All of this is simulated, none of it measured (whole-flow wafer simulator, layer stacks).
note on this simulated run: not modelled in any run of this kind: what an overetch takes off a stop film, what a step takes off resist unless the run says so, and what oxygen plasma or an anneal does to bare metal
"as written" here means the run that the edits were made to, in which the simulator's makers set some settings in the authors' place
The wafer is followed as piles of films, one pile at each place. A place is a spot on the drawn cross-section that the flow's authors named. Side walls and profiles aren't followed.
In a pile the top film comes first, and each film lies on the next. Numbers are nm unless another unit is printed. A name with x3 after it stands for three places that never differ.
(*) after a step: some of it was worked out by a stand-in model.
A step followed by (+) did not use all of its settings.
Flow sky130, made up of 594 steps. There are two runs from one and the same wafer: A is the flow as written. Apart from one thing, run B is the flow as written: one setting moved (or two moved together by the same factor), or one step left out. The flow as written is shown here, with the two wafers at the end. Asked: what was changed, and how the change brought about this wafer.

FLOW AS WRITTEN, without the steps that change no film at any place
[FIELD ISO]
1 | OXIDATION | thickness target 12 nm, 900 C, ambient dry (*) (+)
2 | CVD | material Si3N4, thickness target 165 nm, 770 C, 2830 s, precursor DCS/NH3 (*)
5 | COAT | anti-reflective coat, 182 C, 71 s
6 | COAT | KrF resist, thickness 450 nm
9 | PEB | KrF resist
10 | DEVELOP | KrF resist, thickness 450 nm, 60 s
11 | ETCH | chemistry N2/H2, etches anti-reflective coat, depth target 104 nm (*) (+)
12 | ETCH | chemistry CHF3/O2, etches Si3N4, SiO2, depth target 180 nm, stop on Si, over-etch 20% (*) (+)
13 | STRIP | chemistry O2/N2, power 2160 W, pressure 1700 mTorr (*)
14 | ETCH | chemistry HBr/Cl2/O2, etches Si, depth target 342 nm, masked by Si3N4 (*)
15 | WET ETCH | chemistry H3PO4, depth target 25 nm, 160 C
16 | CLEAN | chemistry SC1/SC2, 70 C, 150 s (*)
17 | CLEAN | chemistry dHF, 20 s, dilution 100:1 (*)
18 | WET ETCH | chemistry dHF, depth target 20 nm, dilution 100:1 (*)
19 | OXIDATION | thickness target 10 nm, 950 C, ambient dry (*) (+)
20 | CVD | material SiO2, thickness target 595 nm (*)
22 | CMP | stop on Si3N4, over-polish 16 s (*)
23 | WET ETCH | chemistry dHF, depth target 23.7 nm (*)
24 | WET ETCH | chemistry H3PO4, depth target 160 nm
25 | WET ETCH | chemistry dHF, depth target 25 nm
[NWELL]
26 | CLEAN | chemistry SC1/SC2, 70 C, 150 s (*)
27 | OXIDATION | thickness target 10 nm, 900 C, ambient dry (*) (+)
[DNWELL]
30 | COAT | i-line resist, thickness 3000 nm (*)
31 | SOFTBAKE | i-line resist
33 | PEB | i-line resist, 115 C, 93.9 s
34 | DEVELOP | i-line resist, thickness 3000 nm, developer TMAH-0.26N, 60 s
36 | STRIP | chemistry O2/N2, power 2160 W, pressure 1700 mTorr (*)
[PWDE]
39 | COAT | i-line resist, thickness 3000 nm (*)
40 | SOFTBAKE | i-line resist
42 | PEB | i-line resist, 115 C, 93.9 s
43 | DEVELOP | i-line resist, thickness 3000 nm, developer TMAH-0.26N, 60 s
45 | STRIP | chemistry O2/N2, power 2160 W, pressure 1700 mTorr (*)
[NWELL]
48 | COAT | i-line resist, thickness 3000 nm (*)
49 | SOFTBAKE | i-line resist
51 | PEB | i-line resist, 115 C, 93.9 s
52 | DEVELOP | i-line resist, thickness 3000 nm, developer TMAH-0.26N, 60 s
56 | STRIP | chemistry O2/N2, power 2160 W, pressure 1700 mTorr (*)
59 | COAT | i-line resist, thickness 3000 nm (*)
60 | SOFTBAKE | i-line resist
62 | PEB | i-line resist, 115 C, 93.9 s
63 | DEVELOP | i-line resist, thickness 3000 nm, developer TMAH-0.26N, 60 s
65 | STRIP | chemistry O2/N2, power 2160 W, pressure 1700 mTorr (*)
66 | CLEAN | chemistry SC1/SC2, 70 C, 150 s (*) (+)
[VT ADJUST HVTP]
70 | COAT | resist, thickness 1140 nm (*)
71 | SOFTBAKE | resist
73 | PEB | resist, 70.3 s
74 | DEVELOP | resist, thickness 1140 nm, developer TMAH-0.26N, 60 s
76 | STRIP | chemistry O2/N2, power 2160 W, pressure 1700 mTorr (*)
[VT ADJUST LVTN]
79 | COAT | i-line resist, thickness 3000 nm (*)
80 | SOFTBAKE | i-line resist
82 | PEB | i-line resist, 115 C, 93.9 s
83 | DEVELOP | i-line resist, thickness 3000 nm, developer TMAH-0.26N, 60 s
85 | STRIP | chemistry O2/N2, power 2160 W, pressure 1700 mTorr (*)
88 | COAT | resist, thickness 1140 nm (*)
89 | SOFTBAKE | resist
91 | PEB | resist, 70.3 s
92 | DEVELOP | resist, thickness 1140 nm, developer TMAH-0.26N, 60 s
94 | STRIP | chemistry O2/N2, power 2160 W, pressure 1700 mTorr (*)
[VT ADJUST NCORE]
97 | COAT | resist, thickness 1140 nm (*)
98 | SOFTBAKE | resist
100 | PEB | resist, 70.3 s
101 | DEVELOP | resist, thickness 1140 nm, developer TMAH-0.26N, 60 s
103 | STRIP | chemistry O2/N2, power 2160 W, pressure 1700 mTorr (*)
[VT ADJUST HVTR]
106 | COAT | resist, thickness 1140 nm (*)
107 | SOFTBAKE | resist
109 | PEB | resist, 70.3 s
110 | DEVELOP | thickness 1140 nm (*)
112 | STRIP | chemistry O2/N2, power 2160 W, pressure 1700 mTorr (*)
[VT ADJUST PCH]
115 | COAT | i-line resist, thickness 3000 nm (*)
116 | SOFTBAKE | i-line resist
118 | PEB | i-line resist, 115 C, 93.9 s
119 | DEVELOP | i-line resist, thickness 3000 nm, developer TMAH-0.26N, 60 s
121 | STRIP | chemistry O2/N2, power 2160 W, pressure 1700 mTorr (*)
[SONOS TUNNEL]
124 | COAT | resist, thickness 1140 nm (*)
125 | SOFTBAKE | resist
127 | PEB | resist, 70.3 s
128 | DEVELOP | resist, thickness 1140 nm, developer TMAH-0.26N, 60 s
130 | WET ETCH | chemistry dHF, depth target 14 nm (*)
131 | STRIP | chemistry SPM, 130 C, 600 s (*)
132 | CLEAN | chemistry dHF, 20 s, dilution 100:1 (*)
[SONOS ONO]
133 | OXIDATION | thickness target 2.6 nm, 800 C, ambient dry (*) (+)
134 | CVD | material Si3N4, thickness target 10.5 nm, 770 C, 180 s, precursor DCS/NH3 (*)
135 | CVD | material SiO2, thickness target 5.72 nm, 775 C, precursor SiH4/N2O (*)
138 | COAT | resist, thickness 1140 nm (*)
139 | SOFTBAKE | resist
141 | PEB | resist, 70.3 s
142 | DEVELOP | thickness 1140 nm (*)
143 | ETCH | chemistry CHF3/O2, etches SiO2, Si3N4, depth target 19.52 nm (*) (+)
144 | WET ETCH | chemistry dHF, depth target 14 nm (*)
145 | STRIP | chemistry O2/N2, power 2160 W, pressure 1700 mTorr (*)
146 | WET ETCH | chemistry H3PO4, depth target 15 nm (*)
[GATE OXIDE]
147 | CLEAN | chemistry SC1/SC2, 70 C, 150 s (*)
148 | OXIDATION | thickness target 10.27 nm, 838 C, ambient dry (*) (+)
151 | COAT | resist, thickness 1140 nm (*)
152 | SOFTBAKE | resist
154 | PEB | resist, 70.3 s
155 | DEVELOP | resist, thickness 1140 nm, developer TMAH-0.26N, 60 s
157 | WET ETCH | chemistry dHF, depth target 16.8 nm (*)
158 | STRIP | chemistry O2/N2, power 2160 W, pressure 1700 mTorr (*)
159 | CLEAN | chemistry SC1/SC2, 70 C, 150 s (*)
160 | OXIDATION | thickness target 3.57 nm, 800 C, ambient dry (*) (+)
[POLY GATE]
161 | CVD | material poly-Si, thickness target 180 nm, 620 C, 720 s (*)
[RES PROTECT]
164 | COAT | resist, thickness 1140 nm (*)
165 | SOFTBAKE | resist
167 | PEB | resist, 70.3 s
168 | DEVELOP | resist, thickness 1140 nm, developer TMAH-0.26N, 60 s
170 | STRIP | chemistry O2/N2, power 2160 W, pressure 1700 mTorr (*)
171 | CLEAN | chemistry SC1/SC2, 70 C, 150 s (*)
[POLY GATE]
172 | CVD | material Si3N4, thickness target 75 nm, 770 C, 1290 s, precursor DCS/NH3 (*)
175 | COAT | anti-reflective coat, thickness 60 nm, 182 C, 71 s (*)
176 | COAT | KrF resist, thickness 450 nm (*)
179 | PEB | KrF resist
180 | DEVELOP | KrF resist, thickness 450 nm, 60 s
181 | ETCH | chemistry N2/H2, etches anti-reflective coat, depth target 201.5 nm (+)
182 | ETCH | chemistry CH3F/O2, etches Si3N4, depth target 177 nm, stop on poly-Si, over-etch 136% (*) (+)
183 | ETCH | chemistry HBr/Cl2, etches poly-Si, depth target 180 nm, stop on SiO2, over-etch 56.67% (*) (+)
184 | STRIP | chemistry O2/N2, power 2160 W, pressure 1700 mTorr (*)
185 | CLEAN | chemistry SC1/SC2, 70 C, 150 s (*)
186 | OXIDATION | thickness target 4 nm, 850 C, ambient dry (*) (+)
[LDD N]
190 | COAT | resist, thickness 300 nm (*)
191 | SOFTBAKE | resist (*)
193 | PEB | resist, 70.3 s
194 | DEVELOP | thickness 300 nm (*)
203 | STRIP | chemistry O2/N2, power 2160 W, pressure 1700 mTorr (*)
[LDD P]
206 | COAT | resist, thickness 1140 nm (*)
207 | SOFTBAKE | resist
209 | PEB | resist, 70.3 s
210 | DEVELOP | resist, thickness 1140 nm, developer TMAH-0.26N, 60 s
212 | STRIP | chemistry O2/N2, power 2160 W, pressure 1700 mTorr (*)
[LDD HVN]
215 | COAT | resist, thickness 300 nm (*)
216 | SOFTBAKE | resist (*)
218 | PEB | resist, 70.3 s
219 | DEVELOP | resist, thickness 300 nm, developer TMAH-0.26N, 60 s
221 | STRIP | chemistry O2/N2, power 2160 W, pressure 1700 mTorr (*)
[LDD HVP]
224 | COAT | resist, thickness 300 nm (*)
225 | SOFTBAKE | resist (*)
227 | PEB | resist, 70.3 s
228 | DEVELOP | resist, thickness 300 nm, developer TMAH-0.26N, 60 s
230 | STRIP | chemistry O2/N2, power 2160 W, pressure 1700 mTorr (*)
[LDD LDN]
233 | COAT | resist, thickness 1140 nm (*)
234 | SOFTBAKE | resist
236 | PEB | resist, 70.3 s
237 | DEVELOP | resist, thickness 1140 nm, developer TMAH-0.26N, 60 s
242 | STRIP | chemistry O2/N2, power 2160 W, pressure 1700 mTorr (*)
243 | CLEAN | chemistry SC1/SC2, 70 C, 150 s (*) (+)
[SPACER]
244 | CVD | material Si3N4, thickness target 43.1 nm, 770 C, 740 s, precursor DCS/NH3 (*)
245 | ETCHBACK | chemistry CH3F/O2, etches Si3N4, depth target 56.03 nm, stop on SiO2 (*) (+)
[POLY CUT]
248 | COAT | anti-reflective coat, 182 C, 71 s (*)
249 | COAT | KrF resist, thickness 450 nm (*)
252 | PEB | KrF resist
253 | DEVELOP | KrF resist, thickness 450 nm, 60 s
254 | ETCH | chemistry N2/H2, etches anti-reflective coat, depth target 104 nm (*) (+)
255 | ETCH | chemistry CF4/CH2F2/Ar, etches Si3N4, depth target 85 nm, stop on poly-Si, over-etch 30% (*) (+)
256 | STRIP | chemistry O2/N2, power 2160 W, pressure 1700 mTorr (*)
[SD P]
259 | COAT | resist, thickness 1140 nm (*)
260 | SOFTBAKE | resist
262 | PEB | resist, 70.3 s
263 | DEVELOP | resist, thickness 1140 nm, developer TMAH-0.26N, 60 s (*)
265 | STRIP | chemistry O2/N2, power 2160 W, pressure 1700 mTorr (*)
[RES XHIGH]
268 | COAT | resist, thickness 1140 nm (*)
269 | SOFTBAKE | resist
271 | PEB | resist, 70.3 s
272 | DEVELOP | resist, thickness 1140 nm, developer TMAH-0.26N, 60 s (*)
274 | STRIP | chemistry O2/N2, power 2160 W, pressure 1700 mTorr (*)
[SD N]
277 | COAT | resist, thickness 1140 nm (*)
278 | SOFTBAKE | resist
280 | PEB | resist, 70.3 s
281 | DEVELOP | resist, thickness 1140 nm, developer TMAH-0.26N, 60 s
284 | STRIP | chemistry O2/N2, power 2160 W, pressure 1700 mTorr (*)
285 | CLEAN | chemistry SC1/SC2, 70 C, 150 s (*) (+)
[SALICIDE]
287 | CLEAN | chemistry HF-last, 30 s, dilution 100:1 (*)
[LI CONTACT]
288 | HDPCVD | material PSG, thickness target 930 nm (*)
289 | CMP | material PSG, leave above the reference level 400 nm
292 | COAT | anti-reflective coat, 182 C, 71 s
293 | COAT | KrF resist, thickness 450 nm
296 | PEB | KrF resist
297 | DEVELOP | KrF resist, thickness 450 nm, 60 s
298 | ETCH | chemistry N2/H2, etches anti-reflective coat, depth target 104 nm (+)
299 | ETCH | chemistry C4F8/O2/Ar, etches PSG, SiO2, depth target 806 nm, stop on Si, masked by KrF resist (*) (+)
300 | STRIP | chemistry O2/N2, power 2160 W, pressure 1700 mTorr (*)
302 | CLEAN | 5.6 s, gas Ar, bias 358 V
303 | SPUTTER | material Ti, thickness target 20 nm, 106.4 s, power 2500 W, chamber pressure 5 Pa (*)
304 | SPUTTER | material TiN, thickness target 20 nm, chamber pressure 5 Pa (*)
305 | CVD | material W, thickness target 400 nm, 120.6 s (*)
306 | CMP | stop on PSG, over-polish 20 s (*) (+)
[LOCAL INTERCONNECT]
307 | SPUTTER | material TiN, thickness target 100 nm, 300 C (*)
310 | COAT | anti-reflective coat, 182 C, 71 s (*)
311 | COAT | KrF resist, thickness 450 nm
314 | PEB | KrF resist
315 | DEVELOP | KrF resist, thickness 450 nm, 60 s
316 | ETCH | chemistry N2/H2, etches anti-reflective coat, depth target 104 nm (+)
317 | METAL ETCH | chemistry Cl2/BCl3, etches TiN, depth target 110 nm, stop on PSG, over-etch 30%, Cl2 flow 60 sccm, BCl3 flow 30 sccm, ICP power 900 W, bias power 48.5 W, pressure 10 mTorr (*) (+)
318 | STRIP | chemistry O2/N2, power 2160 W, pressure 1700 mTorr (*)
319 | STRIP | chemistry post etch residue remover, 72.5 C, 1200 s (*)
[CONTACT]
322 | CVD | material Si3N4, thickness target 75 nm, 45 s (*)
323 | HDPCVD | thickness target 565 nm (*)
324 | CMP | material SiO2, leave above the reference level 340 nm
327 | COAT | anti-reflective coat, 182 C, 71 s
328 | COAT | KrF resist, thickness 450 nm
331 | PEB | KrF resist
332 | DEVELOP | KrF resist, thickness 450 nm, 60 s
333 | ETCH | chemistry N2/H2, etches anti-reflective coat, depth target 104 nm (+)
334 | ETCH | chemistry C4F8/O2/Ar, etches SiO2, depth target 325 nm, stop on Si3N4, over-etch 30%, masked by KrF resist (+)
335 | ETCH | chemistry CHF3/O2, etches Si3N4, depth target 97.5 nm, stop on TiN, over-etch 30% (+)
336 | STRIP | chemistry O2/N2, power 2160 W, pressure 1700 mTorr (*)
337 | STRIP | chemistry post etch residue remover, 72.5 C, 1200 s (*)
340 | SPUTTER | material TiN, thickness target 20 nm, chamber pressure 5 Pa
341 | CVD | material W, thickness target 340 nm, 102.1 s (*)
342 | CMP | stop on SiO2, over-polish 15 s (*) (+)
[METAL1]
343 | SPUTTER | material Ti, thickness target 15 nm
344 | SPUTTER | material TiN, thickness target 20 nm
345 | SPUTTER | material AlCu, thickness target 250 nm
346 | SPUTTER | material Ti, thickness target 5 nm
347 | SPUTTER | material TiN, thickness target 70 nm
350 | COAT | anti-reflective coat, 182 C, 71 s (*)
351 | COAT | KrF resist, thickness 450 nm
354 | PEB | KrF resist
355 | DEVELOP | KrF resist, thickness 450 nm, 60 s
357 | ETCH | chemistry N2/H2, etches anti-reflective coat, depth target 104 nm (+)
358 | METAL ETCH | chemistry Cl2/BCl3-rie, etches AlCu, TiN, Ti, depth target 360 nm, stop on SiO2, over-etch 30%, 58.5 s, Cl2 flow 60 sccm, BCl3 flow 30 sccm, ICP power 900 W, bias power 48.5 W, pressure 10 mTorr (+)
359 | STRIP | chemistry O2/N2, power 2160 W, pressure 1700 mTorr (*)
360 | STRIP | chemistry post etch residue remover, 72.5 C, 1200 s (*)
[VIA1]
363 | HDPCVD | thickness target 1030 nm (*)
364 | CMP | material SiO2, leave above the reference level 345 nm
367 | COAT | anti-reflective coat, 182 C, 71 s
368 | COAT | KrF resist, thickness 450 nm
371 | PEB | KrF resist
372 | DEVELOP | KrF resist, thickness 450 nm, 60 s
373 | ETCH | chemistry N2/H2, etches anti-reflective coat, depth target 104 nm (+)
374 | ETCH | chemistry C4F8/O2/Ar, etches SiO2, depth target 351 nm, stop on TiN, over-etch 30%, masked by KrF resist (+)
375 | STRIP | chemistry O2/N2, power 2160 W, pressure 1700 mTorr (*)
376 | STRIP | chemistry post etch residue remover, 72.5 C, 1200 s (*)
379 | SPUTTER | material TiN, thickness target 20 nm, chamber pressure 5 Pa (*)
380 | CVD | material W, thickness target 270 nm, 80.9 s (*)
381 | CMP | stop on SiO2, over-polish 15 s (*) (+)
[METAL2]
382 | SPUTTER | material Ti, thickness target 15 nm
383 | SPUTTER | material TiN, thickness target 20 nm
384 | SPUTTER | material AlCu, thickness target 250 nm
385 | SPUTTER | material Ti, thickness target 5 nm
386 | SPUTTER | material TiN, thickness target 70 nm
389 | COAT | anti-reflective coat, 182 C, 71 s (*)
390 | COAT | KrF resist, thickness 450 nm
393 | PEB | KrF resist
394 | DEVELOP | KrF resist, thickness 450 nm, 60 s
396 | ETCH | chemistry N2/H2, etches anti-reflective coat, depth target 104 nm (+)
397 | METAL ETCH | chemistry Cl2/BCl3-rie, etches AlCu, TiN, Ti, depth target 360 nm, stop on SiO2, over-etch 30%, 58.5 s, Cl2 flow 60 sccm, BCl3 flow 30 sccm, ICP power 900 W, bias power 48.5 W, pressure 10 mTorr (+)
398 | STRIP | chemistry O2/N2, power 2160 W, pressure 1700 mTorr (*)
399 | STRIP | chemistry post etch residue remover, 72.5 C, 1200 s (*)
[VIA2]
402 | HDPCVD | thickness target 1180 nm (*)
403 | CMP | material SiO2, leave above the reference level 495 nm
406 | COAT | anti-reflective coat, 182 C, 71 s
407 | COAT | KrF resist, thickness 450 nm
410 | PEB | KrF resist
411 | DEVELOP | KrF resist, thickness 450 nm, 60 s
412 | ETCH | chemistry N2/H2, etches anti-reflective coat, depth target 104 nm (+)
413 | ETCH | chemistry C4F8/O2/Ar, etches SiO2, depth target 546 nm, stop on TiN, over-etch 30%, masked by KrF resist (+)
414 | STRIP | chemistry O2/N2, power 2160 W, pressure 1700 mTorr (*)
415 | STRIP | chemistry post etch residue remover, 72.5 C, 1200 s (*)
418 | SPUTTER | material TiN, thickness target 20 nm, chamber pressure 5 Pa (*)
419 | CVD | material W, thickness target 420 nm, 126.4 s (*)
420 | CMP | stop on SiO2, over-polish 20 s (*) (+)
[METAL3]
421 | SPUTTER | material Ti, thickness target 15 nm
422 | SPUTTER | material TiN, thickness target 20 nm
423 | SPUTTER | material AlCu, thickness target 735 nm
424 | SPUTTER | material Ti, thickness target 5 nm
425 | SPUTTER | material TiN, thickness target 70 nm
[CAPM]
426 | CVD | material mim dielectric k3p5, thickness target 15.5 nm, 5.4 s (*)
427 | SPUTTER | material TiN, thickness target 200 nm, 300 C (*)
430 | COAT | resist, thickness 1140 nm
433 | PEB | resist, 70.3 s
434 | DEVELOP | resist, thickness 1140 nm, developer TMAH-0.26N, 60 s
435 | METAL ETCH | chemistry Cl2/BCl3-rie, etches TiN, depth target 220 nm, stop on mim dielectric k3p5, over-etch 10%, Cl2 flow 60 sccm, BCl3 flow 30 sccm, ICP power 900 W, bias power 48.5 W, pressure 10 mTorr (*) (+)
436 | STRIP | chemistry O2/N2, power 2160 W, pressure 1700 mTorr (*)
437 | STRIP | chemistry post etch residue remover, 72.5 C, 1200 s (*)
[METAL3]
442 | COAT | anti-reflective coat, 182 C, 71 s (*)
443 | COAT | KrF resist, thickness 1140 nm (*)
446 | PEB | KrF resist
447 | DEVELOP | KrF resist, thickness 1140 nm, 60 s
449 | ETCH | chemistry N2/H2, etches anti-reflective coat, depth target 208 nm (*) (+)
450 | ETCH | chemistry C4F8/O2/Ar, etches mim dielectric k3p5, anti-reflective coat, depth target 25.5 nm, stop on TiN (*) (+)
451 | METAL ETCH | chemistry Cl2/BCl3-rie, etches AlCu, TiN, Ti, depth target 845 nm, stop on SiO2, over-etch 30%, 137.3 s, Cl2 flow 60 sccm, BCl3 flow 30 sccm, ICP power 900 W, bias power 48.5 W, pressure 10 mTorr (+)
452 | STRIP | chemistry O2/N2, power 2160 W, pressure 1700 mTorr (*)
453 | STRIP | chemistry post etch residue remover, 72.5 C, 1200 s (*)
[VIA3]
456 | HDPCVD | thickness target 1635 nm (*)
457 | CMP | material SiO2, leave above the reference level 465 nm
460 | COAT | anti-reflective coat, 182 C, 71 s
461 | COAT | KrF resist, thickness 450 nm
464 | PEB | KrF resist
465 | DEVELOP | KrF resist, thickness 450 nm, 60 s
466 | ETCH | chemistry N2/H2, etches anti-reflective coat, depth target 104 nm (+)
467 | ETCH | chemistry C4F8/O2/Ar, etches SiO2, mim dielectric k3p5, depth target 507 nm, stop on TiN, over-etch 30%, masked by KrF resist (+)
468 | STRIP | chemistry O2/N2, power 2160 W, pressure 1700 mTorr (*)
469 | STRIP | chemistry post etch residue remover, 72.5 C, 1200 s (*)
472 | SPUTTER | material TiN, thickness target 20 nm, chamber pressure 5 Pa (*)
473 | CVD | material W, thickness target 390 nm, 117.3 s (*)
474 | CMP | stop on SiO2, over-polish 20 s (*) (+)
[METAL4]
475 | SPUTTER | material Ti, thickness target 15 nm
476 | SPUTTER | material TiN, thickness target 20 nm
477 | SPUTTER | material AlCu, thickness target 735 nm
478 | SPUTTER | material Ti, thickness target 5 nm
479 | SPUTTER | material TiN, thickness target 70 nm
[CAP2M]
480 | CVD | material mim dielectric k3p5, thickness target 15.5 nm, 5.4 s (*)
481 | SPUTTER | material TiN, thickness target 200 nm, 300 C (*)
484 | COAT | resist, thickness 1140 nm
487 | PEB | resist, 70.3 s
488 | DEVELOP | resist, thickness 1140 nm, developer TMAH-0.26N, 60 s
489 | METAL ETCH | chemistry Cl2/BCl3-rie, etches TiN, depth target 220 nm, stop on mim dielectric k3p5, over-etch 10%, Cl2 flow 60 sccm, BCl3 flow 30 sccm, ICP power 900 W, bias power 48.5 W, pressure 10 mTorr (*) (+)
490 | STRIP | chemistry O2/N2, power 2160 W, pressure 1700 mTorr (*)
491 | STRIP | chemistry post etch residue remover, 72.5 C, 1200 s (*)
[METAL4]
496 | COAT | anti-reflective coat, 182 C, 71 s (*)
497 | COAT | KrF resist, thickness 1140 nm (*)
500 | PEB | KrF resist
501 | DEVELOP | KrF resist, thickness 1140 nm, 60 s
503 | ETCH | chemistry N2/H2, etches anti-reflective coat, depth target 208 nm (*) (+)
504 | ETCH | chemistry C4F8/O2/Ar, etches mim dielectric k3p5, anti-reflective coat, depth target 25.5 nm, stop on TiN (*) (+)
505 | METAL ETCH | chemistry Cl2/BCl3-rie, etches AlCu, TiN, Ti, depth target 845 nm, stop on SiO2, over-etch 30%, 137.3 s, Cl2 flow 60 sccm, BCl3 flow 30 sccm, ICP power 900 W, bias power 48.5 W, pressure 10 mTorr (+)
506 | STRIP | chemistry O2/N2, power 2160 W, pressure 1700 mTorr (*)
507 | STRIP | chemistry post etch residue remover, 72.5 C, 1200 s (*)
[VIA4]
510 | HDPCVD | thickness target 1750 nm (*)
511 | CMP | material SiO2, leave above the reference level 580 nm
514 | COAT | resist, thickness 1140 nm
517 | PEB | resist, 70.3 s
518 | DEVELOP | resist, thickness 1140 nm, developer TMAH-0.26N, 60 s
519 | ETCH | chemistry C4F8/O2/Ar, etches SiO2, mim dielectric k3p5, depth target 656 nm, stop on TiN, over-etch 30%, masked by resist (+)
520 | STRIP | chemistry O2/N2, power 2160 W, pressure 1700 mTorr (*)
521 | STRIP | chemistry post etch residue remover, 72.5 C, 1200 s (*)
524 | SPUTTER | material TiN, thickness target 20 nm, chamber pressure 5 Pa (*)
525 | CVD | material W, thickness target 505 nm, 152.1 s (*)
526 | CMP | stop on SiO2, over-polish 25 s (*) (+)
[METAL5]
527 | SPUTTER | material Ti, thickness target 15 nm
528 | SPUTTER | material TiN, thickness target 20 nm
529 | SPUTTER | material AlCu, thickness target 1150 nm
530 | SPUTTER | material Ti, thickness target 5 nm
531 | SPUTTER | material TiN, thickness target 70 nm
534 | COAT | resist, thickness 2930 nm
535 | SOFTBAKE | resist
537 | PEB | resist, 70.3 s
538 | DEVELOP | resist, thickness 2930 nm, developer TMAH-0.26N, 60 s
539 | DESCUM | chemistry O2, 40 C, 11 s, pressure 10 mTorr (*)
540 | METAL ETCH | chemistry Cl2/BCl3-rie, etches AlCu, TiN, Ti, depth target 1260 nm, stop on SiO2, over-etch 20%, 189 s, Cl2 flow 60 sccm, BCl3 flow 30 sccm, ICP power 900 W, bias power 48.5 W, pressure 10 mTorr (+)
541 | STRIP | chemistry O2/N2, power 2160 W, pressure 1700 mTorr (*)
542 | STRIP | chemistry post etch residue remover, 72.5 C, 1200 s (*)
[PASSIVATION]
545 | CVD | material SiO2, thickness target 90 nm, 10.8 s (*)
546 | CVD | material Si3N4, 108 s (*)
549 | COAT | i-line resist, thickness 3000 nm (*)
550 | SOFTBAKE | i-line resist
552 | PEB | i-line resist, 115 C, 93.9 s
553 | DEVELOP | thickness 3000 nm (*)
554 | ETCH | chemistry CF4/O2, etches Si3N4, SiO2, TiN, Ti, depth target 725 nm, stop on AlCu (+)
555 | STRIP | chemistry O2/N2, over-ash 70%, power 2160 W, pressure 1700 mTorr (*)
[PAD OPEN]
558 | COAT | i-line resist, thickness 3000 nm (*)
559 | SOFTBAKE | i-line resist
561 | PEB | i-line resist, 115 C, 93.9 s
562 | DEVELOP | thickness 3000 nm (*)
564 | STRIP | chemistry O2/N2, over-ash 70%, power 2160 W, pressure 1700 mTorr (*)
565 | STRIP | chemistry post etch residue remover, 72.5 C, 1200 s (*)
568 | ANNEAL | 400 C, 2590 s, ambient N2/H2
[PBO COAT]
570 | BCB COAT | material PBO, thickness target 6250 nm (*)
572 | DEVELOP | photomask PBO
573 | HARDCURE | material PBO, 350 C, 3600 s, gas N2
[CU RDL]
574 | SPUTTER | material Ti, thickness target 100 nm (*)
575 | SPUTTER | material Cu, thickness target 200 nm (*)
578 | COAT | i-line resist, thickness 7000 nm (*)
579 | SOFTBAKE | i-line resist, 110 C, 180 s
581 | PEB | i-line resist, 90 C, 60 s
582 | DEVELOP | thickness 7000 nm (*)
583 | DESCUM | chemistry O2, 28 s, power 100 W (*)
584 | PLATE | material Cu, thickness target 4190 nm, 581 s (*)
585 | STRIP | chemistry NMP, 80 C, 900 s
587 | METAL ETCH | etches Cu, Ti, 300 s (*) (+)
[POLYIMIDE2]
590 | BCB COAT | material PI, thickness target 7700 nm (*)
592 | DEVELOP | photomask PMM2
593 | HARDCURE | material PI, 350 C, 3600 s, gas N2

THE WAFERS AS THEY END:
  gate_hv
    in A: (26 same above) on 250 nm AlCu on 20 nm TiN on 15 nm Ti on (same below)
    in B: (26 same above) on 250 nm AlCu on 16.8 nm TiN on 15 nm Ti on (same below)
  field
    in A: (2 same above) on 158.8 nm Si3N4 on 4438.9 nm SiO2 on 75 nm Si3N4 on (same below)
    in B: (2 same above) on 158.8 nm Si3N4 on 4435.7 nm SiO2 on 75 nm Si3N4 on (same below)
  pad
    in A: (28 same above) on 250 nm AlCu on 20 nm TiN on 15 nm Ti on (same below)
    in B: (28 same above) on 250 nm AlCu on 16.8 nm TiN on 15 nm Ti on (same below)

Cause: step 344, SPUTTER: thickness target 16.8 nm was run, while the flow as written has thickness target 20 nm.
One can read it off the wafer: gate_hv has TiN 16.8, and step 344 as written asks for 20 nm.

How this came from the change, step by step:
  344 | SPUTTER | material TiN, thickness target 20 nm
      field, active, n_well and 188 more: A +20 TiN (new film) | B +16.8 TiN (new film)
  358 | METAL ETCH | chemistry Cl2/BCl3-rie, etches AlCu, TiN, Ti, depth target 360 nm, stop on SiO2, over-etch 30%, 58.5 s, Cl2 flow 60 sccm, BCl3 flow 30 sccm, ICP power 900 W, bias power 48.5 W, pressure 10 mTorr (+)
      field, active, gate and 81 more: A -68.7 TiN (all of it), -5 Ti (all of it), -250 AlCu (all of it), -20 TiN (all of it), -15 Ti (all of it), -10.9 SiO2 | B -68.7 TiN (all of it), -5 Ti (all of it), -250 AlCu (all of it), -16.8 TiN (all of it), -15 Ti (all of it), -11.3 SiO2
